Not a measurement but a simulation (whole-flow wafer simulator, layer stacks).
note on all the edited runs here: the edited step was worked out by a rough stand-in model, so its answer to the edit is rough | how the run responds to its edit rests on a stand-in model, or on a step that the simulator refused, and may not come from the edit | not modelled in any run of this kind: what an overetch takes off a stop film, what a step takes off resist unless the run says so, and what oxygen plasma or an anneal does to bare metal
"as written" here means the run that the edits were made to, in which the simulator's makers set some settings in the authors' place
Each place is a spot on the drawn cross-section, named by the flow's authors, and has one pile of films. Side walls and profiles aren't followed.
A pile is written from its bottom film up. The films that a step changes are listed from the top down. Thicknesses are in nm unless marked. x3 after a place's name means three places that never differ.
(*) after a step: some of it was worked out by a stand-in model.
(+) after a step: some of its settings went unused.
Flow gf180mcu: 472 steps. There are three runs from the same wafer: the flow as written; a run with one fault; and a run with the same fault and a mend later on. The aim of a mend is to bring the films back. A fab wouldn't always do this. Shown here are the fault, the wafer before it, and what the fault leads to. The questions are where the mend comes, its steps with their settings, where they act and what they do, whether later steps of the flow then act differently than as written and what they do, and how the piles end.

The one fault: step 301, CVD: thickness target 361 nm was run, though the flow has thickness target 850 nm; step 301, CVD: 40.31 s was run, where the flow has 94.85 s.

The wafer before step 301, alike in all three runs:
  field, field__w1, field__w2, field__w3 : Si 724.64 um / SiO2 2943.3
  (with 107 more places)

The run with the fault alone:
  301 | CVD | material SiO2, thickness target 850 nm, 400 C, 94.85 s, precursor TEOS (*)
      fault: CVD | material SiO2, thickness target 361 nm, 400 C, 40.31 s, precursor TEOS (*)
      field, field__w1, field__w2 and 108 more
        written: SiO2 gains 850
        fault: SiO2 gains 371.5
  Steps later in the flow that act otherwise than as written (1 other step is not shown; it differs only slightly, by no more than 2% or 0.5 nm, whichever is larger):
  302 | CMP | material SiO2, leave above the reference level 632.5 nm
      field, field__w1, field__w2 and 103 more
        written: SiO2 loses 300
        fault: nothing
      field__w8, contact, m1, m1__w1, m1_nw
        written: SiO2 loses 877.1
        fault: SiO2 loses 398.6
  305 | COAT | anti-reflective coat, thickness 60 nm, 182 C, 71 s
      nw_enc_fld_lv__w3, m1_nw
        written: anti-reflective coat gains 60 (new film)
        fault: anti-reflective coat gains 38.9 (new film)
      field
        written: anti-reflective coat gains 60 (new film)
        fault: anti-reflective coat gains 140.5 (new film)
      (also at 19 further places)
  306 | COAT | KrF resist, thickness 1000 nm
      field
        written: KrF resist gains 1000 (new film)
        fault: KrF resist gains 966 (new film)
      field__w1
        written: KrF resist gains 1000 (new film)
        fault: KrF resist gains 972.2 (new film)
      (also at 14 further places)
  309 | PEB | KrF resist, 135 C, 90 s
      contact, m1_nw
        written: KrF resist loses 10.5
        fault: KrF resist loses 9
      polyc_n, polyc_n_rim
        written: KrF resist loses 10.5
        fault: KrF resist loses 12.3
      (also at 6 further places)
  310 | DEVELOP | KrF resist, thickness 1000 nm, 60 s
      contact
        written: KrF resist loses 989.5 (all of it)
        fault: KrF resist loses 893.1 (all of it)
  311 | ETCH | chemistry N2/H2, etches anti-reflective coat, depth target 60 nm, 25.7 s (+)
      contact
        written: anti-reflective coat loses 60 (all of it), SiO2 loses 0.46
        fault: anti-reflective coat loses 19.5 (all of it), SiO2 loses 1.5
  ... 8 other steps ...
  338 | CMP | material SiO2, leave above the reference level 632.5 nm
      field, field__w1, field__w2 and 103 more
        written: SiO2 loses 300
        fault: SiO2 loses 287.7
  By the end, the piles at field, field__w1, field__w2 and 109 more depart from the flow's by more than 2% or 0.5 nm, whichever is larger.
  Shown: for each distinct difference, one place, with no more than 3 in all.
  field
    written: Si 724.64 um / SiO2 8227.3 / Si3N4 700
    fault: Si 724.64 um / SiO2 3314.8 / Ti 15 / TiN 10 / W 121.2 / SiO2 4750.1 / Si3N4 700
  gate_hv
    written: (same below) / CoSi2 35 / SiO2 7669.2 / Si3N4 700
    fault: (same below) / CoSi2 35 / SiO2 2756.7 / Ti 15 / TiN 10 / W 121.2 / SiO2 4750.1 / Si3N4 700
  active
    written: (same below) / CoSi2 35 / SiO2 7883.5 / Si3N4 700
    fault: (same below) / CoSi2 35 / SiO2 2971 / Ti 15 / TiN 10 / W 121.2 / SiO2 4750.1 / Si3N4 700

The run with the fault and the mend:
  The mend follows step 301.
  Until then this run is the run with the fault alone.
  301a | CVD | material SiO2, thickness target 489 nm, 400 C, 54.57 s, precursor TEOS (*) (a further turn of the flow's step 301, with different settings)
      field, field__w1, field__w2 and 108 more
        SiO2 gains 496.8
  Steps later in the flow that act otherwise than as written:
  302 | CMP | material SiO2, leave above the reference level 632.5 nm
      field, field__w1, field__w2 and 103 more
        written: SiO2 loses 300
        mend: SiO2 loses 318.3
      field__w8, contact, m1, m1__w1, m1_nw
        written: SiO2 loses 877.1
        mend: SiO2 loses 895.4
  By the end, the piles equal the flow's at every place that both follow.
